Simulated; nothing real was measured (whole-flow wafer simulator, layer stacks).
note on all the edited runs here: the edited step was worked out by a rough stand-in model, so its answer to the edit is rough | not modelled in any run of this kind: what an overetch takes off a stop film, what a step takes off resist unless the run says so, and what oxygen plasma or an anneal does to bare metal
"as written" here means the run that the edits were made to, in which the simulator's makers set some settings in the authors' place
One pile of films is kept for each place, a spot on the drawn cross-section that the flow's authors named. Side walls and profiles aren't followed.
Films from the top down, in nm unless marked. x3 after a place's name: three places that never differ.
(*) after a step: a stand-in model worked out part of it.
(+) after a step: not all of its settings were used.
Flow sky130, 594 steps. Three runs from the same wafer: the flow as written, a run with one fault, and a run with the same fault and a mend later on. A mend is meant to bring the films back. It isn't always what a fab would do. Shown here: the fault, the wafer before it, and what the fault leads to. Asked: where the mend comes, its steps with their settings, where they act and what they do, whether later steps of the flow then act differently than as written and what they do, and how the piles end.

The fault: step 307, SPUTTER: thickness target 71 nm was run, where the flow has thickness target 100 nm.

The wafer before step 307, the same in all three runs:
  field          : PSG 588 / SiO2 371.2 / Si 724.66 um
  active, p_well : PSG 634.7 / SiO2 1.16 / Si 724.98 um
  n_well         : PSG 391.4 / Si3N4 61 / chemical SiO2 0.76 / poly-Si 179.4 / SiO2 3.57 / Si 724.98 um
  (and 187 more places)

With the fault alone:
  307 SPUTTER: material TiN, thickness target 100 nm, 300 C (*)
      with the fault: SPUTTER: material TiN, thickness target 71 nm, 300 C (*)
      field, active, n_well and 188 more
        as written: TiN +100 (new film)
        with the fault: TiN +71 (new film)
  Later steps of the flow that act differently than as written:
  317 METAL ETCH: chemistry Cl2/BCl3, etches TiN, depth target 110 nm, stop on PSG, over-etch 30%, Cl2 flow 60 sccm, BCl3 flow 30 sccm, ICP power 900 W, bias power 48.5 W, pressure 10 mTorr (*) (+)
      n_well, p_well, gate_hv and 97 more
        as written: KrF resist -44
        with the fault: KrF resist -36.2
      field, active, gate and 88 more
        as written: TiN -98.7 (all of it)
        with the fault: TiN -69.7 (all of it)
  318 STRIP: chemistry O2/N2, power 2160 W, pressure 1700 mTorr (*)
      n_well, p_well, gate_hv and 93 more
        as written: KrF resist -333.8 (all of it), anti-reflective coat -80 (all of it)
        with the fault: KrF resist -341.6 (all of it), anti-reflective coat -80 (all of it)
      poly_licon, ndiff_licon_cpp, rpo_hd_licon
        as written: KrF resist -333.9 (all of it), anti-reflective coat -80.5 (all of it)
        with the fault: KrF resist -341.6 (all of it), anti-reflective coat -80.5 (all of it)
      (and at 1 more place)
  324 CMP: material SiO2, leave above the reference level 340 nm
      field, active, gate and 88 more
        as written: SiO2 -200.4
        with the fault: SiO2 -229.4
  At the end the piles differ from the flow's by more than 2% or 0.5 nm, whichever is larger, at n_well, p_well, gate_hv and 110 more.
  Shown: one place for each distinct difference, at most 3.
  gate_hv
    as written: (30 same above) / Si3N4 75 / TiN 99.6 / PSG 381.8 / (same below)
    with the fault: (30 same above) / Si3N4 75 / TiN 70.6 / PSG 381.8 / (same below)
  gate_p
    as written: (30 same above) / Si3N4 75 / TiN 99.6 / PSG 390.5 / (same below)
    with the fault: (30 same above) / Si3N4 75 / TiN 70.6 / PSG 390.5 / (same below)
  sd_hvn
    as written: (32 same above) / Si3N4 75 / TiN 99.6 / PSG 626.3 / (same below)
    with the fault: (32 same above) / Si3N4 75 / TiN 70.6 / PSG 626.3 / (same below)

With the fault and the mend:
  The mend comes after step 307.
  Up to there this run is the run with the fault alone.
  307a SPUTTER: material TiN, thickness target 29 nm, 300 C (*) (the flow's step 307 once more, with other settings)
      field, active, n_well and 188 more
        TiN +29
  No later step of the flow acts differently than as written, at any place that is followed, by more than 2% or 0.5 nm, whichever is larger.
  At the end the piles are the same as the flow's at every place that both follow.
